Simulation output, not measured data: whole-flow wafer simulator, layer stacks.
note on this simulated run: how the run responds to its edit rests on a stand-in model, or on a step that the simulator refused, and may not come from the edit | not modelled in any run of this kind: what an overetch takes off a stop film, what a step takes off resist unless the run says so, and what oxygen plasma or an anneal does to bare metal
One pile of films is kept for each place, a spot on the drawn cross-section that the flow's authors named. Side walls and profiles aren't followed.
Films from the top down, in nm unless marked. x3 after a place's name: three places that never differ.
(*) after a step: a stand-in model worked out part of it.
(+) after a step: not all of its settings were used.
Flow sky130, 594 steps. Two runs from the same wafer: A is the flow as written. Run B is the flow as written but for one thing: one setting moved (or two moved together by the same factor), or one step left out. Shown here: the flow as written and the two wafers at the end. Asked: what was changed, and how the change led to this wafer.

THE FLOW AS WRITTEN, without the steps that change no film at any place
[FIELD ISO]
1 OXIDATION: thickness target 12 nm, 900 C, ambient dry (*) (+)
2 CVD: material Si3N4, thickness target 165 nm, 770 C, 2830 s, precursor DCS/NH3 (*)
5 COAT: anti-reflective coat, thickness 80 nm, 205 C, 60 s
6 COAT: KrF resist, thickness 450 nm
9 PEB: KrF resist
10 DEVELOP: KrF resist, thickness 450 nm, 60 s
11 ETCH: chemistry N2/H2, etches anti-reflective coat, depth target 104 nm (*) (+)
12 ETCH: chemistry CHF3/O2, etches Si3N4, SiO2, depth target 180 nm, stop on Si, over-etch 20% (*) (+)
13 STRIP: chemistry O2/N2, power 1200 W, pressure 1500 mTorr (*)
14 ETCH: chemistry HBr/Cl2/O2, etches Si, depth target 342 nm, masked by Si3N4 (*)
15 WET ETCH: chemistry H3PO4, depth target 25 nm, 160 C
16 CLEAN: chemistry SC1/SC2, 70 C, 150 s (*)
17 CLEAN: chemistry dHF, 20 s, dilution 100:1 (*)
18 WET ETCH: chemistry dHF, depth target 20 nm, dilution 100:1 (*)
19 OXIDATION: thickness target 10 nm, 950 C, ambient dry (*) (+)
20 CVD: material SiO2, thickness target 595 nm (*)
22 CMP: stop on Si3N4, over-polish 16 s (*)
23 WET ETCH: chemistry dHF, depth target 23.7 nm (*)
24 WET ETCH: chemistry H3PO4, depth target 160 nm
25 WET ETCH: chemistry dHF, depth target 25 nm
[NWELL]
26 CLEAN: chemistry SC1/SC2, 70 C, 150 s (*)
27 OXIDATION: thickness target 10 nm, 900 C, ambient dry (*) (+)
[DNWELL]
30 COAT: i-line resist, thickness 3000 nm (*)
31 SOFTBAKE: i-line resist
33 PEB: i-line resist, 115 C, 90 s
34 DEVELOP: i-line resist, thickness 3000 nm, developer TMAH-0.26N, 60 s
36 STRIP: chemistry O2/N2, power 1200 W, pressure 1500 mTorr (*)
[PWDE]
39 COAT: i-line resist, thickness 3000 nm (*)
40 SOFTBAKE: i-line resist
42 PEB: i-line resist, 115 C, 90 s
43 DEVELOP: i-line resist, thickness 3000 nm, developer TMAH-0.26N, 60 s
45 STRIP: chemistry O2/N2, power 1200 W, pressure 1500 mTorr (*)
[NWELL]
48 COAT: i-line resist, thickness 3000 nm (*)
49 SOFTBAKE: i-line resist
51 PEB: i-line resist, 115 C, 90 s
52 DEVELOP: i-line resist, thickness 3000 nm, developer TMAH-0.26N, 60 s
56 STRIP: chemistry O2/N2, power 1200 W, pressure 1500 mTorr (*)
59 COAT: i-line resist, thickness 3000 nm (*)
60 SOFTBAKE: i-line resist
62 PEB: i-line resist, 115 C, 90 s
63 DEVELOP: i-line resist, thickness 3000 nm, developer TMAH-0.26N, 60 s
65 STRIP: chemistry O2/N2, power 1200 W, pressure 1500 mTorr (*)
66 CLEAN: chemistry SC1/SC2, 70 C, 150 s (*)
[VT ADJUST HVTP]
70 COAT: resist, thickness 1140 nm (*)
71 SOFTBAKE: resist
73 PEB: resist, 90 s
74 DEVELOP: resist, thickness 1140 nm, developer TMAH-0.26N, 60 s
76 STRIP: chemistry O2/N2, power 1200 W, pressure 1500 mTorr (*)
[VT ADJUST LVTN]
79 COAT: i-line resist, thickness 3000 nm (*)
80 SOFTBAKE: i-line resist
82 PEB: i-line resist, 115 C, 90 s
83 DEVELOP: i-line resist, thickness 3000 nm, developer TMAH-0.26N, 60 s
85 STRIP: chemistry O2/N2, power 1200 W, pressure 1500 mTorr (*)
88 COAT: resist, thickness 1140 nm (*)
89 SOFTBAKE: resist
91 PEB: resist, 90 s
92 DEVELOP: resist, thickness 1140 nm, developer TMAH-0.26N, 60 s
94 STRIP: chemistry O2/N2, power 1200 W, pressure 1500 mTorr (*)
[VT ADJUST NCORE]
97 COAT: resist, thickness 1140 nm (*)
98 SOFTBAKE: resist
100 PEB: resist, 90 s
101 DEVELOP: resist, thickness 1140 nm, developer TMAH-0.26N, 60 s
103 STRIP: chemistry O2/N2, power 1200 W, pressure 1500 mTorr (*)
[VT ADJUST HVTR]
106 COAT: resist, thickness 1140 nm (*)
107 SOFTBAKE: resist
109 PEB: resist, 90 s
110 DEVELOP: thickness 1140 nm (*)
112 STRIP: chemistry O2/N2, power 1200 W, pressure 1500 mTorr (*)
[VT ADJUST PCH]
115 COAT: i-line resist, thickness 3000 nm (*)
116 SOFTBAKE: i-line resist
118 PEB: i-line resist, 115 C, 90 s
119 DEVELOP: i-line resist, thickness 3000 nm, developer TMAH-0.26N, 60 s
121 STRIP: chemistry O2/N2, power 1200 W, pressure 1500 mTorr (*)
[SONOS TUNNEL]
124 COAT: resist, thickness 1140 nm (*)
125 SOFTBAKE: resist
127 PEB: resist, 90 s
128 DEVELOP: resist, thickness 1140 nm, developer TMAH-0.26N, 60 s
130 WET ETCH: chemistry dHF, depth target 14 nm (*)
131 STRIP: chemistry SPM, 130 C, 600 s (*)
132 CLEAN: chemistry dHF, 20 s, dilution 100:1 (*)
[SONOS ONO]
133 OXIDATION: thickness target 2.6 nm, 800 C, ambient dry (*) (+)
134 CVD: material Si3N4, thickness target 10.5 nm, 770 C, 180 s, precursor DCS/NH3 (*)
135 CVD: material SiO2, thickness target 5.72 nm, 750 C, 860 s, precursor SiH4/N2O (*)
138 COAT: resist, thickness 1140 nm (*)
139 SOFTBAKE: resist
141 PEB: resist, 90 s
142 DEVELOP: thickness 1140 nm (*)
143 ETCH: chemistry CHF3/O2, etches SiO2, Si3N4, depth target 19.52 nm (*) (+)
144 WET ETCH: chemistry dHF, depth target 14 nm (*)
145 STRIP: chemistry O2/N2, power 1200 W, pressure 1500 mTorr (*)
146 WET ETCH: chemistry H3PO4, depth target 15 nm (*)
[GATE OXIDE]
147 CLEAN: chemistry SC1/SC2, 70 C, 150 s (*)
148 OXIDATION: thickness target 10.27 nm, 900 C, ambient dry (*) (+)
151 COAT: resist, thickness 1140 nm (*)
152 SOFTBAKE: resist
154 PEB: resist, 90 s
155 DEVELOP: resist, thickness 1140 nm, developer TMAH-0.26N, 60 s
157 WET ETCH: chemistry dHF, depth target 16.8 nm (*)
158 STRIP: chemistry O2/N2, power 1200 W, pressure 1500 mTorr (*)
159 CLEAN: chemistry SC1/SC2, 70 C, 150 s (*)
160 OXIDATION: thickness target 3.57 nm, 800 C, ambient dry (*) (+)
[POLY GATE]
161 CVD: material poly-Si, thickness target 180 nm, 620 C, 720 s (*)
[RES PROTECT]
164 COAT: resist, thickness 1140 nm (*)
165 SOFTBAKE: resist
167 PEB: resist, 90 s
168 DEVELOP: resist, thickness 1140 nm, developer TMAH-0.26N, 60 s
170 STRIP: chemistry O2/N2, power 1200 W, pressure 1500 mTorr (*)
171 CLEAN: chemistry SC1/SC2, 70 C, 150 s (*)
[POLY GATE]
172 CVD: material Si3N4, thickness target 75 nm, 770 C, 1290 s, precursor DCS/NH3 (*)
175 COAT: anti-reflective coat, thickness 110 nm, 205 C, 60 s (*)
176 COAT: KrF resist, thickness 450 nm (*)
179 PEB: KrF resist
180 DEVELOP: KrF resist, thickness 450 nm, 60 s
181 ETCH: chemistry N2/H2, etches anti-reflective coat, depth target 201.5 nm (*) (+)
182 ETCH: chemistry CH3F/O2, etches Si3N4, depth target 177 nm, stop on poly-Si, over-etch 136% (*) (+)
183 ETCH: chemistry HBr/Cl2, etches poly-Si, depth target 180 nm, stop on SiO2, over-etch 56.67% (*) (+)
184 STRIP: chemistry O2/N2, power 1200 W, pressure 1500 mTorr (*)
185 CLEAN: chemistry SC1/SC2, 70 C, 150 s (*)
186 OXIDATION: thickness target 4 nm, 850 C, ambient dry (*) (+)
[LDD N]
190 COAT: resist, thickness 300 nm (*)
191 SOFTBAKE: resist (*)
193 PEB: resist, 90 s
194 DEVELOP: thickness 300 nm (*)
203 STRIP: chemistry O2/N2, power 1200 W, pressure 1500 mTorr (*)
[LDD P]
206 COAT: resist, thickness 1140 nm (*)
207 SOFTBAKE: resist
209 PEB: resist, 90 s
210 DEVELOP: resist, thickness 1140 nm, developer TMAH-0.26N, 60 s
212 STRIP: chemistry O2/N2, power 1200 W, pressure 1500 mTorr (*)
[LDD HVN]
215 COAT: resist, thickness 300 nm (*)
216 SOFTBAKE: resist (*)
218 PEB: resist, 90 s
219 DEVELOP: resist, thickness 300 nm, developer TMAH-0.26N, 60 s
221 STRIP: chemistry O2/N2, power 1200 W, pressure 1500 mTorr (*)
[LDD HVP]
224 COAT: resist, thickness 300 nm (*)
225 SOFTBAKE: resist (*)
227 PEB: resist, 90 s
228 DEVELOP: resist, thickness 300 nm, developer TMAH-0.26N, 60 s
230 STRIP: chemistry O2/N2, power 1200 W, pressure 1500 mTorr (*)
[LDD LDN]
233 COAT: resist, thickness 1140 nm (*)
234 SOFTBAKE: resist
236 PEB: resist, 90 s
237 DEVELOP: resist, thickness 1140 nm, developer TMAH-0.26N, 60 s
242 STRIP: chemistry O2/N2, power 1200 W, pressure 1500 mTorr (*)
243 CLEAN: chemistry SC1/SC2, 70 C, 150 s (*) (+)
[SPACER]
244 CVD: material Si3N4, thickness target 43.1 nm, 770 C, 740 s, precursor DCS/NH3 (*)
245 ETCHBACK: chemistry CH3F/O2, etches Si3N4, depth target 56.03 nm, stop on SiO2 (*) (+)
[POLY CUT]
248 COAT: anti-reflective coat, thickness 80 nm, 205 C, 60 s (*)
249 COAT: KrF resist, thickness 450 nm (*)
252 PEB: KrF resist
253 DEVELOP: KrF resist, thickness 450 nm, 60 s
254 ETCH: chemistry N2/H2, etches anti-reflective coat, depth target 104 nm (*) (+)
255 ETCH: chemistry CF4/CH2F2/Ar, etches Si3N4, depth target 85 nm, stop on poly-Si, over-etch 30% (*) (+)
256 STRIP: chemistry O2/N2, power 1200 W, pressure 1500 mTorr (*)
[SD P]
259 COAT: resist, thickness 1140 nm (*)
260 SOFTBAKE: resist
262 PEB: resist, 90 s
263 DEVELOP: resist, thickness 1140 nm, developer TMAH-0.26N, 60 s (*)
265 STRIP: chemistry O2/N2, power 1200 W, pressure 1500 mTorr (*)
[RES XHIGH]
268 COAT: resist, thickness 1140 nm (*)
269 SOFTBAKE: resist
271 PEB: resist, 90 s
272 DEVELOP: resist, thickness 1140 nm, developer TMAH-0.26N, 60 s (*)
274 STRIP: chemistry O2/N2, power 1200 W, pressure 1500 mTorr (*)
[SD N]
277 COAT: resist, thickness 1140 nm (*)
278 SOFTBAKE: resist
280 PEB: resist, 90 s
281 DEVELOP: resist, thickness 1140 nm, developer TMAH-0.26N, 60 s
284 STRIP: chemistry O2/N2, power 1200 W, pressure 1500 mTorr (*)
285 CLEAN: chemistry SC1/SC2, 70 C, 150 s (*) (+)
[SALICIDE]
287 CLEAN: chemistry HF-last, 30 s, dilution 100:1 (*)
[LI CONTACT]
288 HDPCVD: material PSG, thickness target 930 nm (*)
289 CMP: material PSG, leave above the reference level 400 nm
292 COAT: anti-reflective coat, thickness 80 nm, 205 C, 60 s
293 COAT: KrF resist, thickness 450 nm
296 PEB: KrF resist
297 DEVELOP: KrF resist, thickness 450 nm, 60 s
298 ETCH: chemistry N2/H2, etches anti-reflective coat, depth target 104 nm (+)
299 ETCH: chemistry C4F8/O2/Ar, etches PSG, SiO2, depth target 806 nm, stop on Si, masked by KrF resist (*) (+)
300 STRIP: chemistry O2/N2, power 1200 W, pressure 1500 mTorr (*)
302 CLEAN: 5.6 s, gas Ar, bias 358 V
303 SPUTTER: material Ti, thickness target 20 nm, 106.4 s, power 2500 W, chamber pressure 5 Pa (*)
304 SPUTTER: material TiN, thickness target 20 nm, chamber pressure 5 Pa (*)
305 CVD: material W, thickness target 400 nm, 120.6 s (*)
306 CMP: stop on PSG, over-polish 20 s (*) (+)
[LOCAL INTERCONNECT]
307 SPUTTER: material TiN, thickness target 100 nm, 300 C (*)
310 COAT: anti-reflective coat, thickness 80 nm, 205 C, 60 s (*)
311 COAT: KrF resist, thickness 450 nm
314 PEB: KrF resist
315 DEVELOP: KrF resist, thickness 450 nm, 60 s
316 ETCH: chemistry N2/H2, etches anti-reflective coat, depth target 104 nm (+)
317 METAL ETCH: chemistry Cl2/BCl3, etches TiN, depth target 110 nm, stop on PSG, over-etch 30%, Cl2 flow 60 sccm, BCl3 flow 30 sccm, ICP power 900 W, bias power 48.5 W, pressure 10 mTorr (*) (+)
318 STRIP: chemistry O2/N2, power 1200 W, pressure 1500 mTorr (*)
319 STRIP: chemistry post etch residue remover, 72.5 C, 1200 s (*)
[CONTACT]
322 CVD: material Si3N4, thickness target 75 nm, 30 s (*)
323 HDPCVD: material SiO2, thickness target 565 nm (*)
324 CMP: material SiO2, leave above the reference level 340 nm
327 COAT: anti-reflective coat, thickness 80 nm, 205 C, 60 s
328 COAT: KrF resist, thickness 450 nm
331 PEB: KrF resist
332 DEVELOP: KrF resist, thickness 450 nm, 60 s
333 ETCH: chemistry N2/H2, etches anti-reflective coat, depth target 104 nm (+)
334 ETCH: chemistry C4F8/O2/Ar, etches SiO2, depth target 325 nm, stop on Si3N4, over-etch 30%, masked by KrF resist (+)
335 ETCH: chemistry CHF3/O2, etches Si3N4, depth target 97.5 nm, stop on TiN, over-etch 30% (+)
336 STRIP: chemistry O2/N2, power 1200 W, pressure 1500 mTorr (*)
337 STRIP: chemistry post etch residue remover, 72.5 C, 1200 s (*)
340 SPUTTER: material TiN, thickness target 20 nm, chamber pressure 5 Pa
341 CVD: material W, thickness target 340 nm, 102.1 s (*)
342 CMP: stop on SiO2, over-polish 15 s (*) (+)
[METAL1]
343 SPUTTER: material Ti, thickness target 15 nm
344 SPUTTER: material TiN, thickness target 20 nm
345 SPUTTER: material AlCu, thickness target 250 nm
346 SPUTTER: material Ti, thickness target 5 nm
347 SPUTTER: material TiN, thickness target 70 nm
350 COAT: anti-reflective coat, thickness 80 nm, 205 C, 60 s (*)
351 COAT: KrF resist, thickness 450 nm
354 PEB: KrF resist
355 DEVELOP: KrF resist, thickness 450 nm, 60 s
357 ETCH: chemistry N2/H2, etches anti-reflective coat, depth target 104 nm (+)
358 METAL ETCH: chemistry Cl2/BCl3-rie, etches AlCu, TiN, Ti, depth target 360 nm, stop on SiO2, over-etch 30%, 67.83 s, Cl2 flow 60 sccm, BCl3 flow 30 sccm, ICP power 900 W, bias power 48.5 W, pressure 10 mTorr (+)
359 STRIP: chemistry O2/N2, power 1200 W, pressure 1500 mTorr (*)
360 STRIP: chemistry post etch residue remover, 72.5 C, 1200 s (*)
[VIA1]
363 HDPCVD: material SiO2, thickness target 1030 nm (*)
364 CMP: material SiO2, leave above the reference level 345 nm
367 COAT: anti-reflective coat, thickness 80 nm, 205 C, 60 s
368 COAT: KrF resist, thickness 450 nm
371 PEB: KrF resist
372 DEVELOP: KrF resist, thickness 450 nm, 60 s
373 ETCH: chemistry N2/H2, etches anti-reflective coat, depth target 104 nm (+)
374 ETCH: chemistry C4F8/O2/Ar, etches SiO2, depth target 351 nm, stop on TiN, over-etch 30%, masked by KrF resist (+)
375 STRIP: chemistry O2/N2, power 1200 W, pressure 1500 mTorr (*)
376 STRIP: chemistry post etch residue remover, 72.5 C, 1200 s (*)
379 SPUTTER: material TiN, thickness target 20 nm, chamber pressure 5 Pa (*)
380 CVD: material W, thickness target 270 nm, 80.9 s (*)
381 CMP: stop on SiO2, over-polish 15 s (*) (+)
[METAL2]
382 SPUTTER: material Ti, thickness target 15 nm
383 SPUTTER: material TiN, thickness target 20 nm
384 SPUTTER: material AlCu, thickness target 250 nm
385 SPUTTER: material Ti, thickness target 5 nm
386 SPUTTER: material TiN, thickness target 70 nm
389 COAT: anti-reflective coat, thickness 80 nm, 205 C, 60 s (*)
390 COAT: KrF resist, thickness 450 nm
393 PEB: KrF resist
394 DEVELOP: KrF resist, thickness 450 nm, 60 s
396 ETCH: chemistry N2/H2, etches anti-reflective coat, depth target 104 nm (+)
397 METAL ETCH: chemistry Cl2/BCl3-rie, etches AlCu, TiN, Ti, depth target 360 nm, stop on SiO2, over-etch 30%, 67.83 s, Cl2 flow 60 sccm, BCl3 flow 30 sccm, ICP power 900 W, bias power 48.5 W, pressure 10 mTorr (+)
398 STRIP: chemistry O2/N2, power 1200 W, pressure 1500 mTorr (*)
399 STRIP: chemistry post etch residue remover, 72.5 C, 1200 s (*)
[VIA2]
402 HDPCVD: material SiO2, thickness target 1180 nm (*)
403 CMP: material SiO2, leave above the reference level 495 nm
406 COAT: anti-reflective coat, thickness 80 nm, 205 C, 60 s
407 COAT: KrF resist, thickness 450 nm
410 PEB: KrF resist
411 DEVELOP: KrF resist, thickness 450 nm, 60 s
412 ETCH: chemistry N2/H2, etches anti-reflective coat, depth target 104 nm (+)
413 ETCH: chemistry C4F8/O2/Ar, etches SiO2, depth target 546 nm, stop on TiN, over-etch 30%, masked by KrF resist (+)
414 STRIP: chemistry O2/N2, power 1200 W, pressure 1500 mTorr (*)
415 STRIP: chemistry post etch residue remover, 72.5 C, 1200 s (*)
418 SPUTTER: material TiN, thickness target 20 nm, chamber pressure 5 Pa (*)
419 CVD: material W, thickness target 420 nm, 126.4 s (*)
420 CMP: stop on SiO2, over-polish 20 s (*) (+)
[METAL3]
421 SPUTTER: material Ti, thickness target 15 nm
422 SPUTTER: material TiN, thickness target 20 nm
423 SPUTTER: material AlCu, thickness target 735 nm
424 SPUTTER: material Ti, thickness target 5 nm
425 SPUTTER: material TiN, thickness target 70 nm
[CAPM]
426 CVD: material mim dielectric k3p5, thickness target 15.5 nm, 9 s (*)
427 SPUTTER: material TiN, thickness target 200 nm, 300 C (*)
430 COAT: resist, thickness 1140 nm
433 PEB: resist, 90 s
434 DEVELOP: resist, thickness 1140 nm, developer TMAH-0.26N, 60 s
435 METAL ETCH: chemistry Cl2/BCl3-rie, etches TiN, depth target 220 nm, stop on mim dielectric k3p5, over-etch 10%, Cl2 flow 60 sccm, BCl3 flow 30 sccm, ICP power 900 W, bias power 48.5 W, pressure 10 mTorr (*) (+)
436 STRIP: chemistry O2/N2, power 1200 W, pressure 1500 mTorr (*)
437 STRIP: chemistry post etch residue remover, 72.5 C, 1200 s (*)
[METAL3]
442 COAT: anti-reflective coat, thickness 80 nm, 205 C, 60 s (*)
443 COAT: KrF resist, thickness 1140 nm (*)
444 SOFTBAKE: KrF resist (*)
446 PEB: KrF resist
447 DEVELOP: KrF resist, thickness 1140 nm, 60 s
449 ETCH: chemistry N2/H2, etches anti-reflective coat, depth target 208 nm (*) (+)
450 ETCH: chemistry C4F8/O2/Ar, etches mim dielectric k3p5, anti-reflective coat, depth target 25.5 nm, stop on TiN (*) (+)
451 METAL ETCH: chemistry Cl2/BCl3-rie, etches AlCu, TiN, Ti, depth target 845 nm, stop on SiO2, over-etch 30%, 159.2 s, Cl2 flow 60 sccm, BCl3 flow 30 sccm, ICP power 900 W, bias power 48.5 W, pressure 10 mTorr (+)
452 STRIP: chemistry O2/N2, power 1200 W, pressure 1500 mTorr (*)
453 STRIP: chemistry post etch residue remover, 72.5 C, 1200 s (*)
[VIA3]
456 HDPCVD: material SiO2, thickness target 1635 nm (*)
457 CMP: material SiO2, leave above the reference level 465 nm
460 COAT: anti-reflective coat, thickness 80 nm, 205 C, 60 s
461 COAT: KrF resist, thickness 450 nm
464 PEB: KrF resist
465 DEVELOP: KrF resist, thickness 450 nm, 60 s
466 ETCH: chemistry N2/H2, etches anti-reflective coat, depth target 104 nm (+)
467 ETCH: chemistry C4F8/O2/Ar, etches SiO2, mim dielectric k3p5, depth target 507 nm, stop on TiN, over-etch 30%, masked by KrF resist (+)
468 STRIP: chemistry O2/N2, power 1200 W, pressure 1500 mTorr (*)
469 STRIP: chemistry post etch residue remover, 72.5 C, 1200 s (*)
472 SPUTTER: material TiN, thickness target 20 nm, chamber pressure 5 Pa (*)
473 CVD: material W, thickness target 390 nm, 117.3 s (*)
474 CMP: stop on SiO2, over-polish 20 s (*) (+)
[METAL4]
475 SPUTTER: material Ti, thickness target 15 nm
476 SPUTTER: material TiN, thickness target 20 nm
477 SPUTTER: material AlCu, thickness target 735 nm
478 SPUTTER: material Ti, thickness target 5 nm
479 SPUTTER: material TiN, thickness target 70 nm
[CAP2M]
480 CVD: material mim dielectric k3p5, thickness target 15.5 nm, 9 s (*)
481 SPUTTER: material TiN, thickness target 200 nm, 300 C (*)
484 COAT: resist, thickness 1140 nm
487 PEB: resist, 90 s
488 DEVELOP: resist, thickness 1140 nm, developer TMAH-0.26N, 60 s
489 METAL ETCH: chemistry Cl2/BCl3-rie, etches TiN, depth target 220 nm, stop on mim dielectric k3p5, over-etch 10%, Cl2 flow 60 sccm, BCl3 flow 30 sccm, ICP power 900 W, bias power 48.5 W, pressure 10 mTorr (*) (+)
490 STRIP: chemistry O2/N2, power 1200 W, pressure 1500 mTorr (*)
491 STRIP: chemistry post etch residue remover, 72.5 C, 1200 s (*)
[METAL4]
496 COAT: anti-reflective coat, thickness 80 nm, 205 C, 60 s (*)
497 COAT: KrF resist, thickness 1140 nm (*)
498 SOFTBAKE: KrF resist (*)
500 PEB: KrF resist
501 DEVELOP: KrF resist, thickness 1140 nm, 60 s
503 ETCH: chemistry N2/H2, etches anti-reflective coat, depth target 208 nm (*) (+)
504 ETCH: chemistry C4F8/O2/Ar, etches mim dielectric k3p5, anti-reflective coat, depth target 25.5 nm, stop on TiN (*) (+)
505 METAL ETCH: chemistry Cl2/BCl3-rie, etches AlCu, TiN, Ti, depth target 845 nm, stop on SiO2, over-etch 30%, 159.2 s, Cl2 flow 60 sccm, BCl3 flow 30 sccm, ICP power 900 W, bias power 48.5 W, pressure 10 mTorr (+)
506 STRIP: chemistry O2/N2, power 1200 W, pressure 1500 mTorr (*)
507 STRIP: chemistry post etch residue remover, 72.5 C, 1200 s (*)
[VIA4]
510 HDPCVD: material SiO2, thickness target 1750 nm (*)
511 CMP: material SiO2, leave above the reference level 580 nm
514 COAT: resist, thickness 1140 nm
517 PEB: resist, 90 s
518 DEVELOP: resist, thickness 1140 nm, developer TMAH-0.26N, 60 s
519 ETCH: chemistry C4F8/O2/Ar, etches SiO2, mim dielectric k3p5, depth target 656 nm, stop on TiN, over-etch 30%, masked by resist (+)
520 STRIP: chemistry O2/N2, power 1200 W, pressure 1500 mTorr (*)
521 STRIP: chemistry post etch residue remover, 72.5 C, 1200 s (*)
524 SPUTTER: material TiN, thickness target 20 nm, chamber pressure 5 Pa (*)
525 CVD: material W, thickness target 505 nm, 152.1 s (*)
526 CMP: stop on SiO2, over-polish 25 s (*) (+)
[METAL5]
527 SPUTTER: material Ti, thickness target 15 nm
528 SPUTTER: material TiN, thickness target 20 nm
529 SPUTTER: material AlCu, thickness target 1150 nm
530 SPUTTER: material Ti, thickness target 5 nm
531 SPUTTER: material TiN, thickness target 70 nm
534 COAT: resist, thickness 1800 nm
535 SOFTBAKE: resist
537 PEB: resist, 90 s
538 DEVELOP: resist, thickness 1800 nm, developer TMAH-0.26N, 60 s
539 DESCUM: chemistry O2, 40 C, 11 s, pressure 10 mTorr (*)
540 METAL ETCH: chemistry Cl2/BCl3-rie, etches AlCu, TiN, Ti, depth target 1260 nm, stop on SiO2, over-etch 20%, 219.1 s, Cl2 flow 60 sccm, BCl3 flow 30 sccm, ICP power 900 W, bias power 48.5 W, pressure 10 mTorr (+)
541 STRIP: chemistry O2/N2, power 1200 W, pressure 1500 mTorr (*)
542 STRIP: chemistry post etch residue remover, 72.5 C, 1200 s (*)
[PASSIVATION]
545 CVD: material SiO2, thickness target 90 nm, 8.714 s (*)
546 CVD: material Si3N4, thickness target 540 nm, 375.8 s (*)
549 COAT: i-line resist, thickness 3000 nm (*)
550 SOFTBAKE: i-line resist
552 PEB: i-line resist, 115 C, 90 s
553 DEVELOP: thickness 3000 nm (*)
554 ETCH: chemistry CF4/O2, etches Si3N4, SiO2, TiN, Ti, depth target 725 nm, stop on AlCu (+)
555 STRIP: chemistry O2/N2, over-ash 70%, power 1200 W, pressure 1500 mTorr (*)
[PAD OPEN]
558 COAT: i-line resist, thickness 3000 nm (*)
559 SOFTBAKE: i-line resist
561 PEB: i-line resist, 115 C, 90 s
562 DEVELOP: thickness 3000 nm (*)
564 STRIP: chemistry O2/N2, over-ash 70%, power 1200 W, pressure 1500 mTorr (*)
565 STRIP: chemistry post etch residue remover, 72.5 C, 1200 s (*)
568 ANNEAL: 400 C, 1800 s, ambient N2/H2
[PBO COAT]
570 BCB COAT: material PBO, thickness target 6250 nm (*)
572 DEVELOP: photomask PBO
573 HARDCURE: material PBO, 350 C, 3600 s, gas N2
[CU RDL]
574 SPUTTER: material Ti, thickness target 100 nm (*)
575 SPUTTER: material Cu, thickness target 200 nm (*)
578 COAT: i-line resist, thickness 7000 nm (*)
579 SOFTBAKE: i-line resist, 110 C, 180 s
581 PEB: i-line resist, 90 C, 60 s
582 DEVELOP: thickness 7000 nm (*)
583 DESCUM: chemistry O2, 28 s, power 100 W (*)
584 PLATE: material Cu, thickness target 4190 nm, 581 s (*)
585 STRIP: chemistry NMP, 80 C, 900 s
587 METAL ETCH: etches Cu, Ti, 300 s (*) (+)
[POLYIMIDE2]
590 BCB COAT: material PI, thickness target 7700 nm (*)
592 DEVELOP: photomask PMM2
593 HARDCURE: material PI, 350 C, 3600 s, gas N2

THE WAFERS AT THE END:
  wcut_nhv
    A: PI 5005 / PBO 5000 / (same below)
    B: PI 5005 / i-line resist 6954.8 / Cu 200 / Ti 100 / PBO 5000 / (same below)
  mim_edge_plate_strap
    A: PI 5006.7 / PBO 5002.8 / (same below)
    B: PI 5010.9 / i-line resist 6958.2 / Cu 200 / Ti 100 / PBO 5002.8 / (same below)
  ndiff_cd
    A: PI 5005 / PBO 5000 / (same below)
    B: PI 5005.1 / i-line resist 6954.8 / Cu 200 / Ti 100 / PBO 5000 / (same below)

The cause: step 585, STRIP: chemistry NMP, 80 C, 900 s, was left out.

How the change led to this, step by step:
  587 METAL ETCH: etches Cu, Ti, 300 s (*) (+)
      field, active, gate and 167 more: A Cu -200 (all of it), Ti -100 (all of it) | B nothing
  590 BCB COAT: material PI, thickness target 7700 nm (*)
      n_well, p_well, sd_n, sd_p: A PI +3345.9 (new film) | B PI +10.61 um (new film)
      mim: A PI +3640.8 (new film) | B PI +10.54 um (new film)
      (and at 72 more places)
  592 DEVELOP: photomask PMM2
      pad: A PI -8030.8 (all of it) | B PI -15.3 um (all of it)
  593 HARDCURE: material PI, 350 C, 3600 s, gas N2
      n_well, p_well, sd_n, sd_p: A PI -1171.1 | B PI -3713.7
      gate_hv: A PI -2660.8 | B PI -2717.4
      (and at 49 more places)
Counting metal films that touch as one body, wcut_nhv has 6 bodies (between them, from the top down: PBO 5000 / Si3N4 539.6 / SiO2 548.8 / mim dielectric k3p5 15.5; SiO2 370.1 / mim dielectric k3p5 15.5; SiO2 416; SiO2 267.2; SiO2 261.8 / Si3N4 75); the flow as written gives 5 bodies (between them, from the top down: SiO2 370.1 / mim dielectric k3p5 15.5; SiO2 416; SiO2 267.2; SiO2 261.8 / Si3N4 75).
Counting metal films that touch as one body, mim_edge_plate_strap has 4 bodies (between them, from the top down: PBO 5002.8 / Si3N4 539.6 / SiO2 548.8 / mim dielectric k3p5 15.5; SiO2 170.9; mim dielectric k3p5 15.5); the flow as written gives 3 bodies (between them, from the top down: SiO2 170.9; mim dielectric k3p5 15.5).
Counting metal films that touch as one body, ndiff_cd has 3 bodies (between them, from the top down: PBO 5000 / Si3N4 539.6 / SiO2 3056; SiO2 267.2); the flow as written gives 2 bodies (between them, from the top down: SiO2 267.2).
